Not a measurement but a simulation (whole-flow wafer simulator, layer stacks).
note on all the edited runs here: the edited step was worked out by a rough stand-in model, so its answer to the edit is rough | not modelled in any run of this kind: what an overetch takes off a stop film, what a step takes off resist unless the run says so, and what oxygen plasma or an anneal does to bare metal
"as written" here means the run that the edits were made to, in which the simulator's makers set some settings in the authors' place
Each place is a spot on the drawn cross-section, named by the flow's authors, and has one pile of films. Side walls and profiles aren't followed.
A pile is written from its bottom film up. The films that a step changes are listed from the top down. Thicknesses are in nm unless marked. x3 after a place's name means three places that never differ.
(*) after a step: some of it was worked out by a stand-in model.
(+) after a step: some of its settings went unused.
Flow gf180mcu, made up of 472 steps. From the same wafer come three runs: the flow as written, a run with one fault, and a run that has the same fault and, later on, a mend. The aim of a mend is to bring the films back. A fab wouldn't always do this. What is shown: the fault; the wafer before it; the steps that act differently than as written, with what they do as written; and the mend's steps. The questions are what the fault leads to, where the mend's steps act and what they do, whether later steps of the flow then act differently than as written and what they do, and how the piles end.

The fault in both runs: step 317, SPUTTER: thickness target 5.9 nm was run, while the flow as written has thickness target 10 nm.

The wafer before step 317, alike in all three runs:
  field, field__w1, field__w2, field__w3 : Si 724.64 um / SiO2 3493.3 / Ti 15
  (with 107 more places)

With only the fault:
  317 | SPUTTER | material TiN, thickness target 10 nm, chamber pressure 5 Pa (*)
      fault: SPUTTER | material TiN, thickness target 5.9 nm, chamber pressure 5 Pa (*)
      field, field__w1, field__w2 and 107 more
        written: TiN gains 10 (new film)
        fault: TiN gains 5.9 (new film)
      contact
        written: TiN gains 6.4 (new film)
        fault: TiN gains 3.78 (new film)
  Steps further on in the flow that do not act as written (1 other step is not shown; it differs only slightly, by no more than 2% or 0.5 nm, whichever is larger):
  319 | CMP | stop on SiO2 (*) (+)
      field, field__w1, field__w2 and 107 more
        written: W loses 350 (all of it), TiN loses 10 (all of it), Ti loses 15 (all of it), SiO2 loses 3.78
        fault: W loses 350 (all of it), TiN loses 5.9 (all of it), Ti loses 15 (all of it), SiO2 loses 3.74
  By the end, the piles at contact depart from the flow's by more than 2% or 0.5 nm, whichever is larger.
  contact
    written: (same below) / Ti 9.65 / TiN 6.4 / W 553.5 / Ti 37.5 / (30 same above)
    fault: (same below) / Ti 9.65 / TiN 3.78 / W 556.2 / Ti 37.5 / (30 same above)

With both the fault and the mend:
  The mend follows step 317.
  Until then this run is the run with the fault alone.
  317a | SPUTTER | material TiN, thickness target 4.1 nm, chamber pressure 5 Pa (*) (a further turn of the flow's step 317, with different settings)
      field, field__w1, field__w2 and 107 more
        TiN gains 4.1
      contact
        TiN gains 2.62
  Every later step of the flow that is run acts as written at every place that is followed.
  By the end, the piles equal the flow's at every place that both follow.
